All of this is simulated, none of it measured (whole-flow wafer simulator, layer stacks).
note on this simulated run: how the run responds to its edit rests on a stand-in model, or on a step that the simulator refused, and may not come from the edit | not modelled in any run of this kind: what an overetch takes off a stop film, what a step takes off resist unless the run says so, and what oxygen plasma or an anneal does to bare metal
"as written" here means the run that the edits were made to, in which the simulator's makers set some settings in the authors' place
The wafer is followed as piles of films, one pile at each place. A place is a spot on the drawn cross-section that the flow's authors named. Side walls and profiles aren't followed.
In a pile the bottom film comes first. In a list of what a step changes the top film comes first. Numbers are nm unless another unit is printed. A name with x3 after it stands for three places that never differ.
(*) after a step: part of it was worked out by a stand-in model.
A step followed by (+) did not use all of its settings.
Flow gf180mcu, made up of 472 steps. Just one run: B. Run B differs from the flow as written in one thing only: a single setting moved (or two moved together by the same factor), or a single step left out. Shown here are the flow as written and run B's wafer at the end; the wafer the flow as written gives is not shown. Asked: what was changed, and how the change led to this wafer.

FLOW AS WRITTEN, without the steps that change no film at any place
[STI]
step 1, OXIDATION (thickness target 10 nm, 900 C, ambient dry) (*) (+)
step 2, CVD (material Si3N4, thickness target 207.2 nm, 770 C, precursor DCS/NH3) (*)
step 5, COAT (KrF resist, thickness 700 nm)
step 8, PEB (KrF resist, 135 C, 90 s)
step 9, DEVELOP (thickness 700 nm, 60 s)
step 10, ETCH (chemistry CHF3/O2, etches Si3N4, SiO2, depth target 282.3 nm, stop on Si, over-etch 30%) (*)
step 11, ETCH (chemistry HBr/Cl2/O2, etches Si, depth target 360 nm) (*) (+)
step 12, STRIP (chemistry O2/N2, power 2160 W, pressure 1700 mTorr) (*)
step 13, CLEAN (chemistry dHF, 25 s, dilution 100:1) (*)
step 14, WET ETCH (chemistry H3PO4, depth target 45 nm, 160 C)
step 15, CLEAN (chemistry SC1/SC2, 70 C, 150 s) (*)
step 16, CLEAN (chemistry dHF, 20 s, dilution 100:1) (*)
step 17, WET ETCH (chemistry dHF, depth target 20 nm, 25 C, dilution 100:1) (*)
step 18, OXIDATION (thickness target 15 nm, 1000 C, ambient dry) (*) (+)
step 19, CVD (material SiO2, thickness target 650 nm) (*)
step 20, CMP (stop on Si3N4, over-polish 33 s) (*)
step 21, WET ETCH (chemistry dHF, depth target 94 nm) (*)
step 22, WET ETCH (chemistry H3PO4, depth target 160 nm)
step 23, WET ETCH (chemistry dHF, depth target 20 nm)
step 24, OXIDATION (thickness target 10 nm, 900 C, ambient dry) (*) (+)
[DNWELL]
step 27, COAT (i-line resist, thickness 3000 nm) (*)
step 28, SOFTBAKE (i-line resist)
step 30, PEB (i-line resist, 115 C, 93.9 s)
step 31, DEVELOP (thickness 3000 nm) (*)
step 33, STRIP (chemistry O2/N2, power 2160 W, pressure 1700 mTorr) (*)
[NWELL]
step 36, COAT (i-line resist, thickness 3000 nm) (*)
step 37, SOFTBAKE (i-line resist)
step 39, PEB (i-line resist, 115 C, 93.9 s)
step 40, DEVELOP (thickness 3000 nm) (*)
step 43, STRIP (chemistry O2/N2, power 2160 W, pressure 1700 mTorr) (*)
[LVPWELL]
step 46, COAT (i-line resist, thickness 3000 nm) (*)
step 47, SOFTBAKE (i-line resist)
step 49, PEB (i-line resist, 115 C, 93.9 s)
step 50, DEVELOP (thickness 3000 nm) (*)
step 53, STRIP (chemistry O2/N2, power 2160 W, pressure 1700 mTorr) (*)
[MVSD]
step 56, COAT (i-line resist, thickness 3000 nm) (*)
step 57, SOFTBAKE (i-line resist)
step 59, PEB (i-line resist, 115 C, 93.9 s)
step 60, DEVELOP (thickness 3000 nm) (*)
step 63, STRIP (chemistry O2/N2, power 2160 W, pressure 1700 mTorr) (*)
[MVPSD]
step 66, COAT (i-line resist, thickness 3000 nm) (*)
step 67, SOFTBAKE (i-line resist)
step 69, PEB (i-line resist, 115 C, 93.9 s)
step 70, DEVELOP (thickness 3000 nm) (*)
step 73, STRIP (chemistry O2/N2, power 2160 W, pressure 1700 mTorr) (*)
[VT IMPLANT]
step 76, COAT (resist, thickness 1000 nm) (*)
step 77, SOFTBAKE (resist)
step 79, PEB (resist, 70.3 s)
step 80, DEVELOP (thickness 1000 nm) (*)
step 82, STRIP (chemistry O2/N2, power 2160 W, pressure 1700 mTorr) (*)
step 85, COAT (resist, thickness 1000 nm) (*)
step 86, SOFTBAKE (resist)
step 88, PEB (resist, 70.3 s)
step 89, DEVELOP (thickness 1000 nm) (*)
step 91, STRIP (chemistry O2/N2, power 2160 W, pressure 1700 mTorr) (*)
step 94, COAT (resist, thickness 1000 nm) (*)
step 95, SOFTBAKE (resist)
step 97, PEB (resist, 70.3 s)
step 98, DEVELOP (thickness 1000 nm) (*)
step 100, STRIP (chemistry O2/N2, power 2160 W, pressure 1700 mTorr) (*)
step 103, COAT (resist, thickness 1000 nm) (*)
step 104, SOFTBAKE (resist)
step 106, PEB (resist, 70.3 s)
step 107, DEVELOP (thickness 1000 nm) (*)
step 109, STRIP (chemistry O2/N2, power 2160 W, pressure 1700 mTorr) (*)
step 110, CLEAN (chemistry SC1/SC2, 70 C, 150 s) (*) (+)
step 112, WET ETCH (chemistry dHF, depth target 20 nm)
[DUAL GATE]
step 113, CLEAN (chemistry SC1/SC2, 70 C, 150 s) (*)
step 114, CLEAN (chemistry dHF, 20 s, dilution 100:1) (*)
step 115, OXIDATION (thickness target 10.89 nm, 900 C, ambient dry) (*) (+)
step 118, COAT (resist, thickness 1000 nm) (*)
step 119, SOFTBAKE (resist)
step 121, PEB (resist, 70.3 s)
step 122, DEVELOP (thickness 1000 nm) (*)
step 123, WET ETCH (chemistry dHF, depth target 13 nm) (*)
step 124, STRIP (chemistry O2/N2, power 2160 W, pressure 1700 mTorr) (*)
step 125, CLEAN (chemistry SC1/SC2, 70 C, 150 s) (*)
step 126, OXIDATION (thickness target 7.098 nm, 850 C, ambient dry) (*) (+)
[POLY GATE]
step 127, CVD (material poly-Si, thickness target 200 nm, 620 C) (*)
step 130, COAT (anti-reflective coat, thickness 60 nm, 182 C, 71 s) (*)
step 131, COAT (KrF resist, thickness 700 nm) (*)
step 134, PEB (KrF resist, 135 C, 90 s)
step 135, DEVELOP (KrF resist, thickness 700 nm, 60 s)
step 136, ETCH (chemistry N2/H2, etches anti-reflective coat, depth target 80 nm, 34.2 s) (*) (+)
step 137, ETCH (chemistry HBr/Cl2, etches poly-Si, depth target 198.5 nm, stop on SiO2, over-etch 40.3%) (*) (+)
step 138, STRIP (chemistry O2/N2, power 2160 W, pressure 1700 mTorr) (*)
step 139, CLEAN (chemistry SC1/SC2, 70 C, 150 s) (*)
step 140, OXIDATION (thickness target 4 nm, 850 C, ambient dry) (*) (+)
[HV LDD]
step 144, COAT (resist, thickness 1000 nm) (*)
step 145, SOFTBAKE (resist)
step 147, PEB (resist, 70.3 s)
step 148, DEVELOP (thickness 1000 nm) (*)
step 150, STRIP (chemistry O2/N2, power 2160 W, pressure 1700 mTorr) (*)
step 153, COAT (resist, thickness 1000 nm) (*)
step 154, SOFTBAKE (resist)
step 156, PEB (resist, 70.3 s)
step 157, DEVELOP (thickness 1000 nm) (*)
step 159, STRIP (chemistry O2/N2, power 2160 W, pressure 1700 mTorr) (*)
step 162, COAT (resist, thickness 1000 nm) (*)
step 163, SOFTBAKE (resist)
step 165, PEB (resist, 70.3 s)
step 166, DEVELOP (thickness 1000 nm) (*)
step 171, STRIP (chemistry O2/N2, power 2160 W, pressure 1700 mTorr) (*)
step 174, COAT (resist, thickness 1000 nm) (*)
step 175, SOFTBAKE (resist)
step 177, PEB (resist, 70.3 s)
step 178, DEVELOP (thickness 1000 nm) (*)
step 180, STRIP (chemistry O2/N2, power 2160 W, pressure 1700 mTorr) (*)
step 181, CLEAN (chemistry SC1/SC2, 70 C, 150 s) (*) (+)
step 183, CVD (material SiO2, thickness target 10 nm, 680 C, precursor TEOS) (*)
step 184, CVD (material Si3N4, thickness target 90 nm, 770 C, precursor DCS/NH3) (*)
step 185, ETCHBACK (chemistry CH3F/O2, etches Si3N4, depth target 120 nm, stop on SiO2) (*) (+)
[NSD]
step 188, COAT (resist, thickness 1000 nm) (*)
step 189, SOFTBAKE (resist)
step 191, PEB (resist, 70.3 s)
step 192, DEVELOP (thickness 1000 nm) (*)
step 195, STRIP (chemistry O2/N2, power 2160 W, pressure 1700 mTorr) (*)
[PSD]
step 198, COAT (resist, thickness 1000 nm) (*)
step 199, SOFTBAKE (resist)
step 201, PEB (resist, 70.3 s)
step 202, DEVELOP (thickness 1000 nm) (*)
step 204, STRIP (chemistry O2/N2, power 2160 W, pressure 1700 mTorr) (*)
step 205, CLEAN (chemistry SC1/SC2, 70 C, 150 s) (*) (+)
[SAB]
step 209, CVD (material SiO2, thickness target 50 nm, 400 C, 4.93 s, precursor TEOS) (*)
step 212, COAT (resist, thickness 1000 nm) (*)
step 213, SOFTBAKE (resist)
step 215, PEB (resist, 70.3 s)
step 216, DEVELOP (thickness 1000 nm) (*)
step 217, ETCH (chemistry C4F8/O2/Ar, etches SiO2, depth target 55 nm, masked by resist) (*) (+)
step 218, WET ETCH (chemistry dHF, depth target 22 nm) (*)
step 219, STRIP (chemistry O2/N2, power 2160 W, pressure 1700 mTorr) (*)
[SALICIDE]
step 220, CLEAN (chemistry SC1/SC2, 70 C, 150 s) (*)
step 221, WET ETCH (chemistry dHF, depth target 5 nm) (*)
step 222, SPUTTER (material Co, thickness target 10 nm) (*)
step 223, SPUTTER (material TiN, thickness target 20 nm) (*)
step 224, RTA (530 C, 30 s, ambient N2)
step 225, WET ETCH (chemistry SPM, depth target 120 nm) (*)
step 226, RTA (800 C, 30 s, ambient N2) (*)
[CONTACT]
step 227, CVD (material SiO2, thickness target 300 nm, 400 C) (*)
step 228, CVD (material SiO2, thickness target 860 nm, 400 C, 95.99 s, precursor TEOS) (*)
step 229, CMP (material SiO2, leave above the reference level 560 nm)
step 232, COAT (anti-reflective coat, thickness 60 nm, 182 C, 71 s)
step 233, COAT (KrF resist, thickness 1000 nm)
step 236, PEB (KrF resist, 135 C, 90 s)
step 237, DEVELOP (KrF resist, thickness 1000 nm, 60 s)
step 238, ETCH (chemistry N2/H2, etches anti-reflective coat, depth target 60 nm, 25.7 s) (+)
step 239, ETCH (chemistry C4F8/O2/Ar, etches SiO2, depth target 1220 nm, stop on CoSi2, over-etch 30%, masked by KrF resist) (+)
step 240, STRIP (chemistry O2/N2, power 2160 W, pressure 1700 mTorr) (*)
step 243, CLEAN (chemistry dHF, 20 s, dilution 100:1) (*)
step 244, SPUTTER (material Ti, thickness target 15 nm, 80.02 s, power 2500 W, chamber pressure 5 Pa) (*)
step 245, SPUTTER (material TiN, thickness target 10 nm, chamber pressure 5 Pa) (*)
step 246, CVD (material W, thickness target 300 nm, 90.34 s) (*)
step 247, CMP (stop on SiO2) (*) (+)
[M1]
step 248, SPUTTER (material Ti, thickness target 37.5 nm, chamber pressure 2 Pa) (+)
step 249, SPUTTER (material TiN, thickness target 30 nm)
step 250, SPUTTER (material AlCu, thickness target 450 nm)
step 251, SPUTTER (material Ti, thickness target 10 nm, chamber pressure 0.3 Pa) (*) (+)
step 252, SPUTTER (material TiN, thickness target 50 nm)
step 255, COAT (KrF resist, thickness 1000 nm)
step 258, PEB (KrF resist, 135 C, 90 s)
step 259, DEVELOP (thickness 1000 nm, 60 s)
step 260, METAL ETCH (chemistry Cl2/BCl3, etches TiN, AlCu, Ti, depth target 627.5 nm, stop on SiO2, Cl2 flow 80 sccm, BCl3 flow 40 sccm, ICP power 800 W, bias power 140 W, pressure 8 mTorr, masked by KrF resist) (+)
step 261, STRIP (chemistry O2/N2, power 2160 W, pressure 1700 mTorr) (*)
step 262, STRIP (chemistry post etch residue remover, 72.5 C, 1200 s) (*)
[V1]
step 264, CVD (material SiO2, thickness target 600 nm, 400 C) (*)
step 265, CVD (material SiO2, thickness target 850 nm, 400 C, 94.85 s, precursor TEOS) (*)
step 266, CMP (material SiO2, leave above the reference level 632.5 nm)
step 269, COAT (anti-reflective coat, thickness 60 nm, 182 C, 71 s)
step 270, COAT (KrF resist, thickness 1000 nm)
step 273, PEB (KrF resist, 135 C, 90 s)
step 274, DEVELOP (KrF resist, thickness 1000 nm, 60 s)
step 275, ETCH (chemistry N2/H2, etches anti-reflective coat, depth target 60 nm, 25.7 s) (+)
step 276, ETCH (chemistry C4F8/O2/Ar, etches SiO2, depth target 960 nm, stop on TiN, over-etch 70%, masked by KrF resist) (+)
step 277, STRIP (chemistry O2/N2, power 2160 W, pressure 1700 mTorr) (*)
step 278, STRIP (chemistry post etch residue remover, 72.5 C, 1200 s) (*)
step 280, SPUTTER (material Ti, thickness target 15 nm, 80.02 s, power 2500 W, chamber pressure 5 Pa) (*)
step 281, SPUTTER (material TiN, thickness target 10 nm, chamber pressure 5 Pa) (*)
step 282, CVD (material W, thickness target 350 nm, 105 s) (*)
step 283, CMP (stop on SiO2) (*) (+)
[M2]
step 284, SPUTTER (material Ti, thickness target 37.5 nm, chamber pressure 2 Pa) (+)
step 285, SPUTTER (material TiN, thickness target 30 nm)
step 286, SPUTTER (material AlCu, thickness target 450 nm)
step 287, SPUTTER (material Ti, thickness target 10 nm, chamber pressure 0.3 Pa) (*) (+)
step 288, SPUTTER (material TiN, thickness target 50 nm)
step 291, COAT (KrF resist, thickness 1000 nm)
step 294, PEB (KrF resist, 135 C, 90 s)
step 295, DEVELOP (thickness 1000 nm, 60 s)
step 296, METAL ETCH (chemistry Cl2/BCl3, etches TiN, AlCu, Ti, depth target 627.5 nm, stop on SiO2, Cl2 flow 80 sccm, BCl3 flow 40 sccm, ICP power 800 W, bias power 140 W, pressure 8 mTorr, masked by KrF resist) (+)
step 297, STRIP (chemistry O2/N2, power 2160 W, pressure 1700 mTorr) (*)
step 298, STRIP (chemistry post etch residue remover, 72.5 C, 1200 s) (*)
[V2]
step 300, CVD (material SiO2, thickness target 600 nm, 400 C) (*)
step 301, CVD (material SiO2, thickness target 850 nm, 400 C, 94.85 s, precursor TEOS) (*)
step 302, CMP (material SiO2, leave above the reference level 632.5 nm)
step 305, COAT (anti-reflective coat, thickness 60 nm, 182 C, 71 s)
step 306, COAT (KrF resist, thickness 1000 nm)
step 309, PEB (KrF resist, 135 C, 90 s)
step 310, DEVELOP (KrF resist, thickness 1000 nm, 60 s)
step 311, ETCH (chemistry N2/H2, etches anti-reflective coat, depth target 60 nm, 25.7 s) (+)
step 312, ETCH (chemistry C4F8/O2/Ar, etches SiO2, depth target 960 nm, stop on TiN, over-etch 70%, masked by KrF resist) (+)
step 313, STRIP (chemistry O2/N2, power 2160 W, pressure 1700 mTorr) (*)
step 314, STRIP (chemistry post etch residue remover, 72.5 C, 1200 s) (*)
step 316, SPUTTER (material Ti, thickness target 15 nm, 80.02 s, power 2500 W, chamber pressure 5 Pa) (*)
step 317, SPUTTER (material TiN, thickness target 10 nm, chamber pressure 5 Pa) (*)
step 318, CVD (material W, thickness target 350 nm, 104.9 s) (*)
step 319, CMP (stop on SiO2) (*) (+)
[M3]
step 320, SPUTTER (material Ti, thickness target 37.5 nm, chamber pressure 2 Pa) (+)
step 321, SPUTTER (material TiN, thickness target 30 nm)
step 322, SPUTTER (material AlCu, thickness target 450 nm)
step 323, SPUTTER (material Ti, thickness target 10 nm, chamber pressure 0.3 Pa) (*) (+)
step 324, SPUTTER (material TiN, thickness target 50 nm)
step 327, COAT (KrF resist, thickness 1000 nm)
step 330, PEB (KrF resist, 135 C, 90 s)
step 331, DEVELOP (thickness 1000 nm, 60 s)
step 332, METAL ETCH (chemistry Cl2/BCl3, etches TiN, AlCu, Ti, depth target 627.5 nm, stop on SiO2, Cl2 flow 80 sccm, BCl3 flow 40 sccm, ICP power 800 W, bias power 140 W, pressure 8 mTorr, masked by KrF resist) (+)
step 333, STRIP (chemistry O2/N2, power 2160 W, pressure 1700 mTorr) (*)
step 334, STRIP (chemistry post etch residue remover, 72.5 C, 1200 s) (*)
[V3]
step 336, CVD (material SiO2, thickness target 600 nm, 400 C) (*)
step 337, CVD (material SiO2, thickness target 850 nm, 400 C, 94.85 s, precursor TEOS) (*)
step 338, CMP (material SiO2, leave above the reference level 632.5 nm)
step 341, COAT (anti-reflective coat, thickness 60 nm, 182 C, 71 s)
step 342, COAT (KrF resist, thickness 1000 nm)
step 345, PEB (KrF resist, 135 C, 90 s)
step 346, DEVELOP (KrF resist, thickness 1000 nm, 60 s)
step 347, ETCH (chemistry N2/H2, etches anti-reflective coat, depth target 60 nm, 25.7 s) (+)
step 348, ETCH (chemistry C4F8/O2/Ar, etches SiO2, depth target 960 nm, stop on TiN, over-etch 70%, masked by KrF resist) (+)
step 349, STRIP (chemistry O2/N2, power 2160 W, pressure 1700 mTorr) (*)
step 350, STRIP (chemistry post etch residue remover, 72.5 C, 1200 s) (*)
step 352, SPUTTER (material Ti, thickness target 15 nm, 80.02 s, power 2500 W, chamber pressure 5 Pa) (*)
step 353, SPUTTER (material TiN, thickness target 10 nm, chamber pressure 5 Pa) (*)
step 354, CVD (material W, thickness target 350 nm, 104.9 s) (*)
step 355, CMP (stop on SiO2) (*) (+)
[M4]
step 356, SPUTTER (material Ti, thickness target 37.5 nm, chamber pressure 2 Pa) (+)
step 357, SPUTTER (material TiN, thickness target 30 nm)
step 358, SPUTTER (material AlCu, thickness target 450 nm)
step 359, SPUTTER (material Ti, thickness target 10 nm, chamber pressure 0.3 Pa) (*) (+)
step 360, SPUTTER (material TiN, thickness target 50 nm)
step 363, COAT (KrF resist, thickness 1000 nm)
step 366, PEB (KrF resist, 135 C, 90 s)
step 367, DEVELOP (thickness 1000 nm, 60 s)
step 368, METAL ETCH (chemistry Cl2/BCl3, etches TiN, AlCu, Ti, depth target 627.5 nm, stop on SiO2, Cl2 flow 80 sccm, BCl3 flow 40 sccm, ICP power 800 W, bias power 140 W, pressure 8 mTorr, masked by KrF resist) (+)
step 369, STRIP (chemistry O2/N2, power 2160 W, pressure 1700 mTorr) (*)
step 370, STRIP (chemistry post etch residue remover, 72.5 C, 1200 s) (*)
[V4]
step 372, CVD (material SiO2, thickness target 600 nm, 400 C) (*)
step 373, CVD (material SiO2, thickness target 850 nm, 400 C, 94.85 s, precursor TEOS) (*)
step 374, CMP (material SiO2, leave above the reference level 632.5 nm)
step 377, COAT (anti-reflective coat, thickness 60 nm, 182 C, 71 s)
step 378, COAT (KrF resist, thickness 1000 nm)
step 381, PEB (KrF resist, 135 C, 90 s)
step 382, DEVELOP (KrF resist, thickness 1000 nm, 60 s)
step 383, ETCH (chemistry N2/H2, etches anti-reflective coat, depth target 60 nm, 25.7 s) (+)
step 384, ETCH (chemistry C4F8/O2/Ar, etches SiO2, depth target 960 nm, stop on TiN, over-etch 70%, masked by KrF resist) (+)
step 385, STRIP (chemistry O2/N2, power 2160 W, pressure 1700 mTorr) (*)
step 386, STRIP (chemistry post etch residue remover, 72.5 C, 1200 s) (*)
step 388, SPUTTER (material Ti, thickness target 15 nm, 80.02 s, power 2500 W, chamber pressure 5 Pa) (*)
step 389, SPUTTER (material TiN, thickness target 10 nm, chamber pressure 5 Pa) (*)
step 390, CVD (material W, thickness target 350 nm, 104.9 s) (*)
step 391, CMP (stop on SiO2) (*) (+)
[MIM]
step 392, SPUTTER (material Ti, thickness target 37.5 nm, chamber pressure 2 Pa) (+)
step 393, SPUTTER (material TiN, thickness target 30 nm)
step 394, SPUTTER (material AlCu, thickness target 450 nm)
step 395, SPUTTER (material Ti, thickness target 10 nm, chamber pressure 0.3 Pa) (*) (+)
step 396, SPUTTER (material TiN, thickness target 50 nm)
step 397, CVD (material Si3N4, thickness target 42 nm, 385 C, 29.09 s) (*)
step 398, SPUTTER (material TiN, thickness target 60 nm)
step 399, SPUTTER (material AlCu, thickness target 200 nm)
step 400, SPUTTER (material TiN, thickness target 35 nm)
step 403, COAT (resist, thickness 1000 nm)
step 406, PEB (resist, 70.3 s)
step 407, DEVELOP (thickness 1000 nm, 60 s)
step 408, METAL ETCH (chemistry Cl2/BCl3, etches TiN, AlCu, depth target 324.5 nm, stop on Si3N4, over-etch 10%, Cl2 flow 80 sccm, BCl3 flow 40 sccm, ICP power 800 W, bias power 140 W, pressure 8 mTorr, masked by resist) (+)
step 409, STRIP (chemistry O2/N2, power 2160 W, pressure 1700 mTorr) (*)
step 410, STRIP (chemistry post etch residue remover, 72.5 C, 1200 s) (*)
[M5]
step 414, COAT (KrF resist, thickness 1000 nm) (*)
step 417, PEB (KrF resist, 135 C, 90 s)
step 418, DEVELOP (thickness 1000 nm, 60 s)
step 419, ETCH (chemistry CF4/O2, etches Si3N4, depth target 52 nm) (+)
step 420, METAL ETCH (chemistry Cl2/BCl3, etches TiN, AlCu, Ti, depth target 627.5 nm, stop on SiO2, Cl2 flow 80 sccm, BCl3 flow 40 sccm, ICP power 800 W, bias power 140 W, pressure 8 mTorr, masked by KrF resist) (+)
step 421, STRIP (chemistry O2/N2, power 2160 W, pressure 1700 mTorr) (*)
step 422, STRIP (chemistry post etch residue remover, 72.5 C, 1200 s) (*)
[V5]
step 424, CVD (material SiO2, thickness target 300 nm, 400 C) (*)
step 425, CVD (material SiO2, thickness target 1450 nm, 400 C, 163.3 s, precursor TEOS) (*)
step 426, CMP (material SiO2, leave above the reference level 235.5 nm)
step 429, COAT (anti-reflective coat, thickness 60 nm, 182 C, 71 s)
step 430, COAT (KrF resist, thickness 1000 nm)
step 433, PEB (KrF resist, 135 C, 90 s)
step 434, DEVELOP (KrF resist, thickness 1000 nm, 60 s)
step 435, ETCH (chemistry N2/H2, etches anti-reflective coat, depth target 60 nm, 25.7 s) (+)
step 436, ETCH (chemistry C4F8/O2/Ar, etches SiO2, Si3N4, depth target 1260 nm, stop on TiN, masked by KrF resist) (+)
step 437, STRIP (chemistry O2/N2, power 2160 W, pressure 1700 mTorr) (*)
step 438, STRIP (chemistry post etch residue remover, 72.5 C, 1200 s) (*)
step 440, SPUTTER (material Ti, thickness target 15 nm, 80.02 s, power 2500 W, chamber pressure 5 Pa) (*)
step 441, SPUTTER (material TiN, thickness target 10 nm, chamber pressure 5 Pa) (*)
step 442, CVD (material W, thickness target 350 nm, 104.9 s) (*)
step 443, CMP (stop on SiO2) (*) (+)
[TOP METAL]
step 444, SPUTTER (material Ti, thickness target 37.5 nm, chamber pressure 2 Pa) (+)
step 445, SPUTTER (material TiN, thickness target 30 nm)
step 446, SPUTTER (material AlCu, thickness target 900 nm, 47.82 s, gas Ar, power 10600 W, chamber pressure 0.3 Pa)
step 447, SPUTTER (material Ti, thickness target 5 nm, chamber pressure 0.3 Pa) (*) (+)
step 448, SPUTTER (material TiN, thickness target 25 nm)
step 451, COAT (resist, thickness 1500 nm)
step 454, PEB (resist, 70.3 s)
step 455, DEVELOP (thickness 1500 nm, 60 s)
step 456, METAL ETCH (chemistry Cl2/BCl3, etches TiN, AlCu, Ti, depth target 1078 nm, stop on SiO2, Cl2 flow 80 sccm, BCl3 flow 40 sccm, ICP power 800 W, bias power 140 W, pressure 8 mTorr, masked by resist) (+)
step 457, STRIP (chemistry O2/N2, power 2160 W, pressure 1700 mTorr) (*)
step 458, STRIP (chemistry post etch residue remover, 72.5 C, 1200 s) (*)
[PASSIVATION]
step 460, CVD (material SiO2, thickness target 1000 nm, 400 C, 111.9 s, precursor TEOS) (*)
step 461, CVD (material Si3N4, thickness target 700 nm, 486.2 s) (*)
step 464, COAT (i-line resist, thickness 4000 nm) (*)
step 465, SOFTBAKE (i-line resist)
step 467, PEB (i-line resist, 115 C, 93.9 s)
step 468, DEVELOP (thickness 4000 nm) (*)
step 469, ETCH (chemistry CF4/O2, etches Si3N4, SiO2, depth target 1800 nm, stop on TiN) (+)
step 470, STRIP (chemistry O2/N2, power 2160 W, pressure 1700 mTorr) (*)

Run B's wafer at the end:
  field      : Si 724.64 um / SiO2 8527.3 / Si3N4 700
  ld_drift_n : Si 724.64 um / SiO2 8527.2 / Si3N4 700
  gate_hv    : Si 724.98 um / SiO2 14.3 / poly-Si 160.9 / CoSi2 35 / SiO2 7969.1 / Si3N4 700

Cause: step 374, CMP: leave above the reference level 967.7 nm was run, whereas the flow has leave above the reference level 632.5 nm.

How this came from the change, step by step:
  step 374, CMP (material SiO2, leave above the reference level 632.5 nm)
      field, field__w1, field__w2 and 103 more: nothing (in the flow as written it would be: SiO2 loses 300)
      field__w8, contact, m1, m1__w1, m1_nw: SiO2 loses 541.9 (in the flow as written it would be: SiO2 loses 877.1)
  step 377, COAT (anti-reflective coat, thickness 60 nm, 182 C, 71 s)
      field: anti-reflective coat gains 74 (new film) (in the flow as written it would be: anti-reflective coat gains 60 (new film))
      field__w8: anti-reflective coat gains 40 (new film) (in the flow as written it would be: anti-reflective coat gains 60 (new film))
      (also at 11 further places)
  step 383, ETCH (chemistry N2/H2, etches anti-reflective coat, depth target 60 nm, 25.7 s) (+)
      contact: anti-reflective coat loses 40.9 (all of it), SiO2 loses 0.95 (in the flow as written it would be: anti-reflective coat loses 60 (all of it), SiO2 loses 0.46)
  step 384, ETCH (chemistry C4F8/O2/Ar, etches SiO2, depth target 960 nm, stop on TiN, over-etch 70%, masked by KrF resist) (+)
      contact: SiO2 loses 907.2 (all of it) (in the flow as written it would be: SiO2 loses 572.5 (all of it))
  step 385, STRIP (chemistry O2/N2, power 2160 W, pressure 1700 mTorr) (*)
      field: KrF resist loses 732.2 (all of it), anti-reflective coat loses 74 (all of it) (in the flow as written it would be: KrF resist loses 739.2 (all of it), anti-reflective coat loses 60 (all of it))
      field__w8: KrF resist loses 735.9 (all of it), anti-reflective coat loses 40 (all of it) (in the flow as written it would be: KrF resist loses 739.2 (all of it), anti-reflective coat loses 60 (all of it))
      (also at 10 further places)
  step 388, SPUTTER (material Ti, thickness target 15 nm, 80.02 s, power 2500 W, chamber pressure 5 Pa) (*)
      contact: Ti gains 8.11 (new film) (in the flow as written it would be: Ti gains 9.65 (new film))
  step 389, SPUTTER (material TiN, thickness target 10 nm, chamber pressure 5 Pa) (*)
      contact: TiN gains 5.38 (new film) (in the flow as written it would be: TiN gains 6.4 (new film))
  step 390, CVD (material W, thickness target 350 nm, 104.9 s) (*)
      contact: W gains 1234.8 (new film) (in the flow as written it would be: W gains 932.3 (new film))
  step 391, CMP (stop on SiO2) (*) (+)
      m1, m1__w1, m1_nw: W loses 350 (all of it), TiN loses 10 (all of it), Ti loses 15 (all of it), SiO2 loses 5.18 (in the flow as written it would be: W loses 350 (all of it), TiN loses 10 (all of it), Ti loses 15 (all of it), SiO2 loses 3.78)
      field__w8: W loses 350 (all of it), TiN loses 10 (all of it), Ti loses 15 (all of it), SiO2 loses 5.19 (in the flow as written it would be: W loses 350 (all of it), TiN loses 10 (all of it), Ti loses 15 (all of it), SiO2 loses 3.78)
  step 403, COAT (resist, thickness 1000 nm)
      field__w8: resist gains 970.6 (new film) (in the flow as written it would be: resist gains 1000 (new film))
      m1: resist gains 970.4 (new film) (in the flow as written it would be: resist gains 1000 (new film))
      (also at 2 further places)
  step 404, SOFTBAKE (resist)
      field__w8: resist loses 0.95 (in the flow as written it would be: nothing)
      contact: resist loses 0.81 (in the flow as written it would be: nothing)
      (also at 5 further places)
  step 407, DEVELOP (thickness 1000 nm, 60 s)
      field__w8: resist loses 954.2 (all of it) (in the flow as written it would be: resist loses 984.1 (all of it))
      m1: resist loses 953.8 (all of it) (in the flow as written it would be: resist loses 984.1 (all of it))
      (also at 2 further places)
  step 414, COAT (KrF resist, thickness 1000 nm) (*)
      field__w8: KrF resist gains 972 (new film) (in the flow as written it would be: KrF resist gains 1000 (new film))
      m1: KrF resist gains 972.1 (new film) (in the flow as written it would be: KrF resist gains 1000.5 (new film))
      (also at 2 further places)
  step 421, STRIP (chemistry O2/N2, power 2160 W, pressure 1700 mTorr) (*)
      field__w8: KrF resist loses 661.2 (all of it) (in the flow as written it would be: KrF resist loses 688.9 (all of it))
      m1: KrF resist loses 661.3 (all of it) (in the flow as written it would be: KrF resist loses 689.3 (all of it))
      (also at 2 further places)
  step 426, CMP (material SiO2, leave above the reference level 235.5 nm)
      field__w8, m1, m1__w1, m1_nw: SiO2 loses 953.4 (in the flow as written it would be: SiO2 loses 919.6)
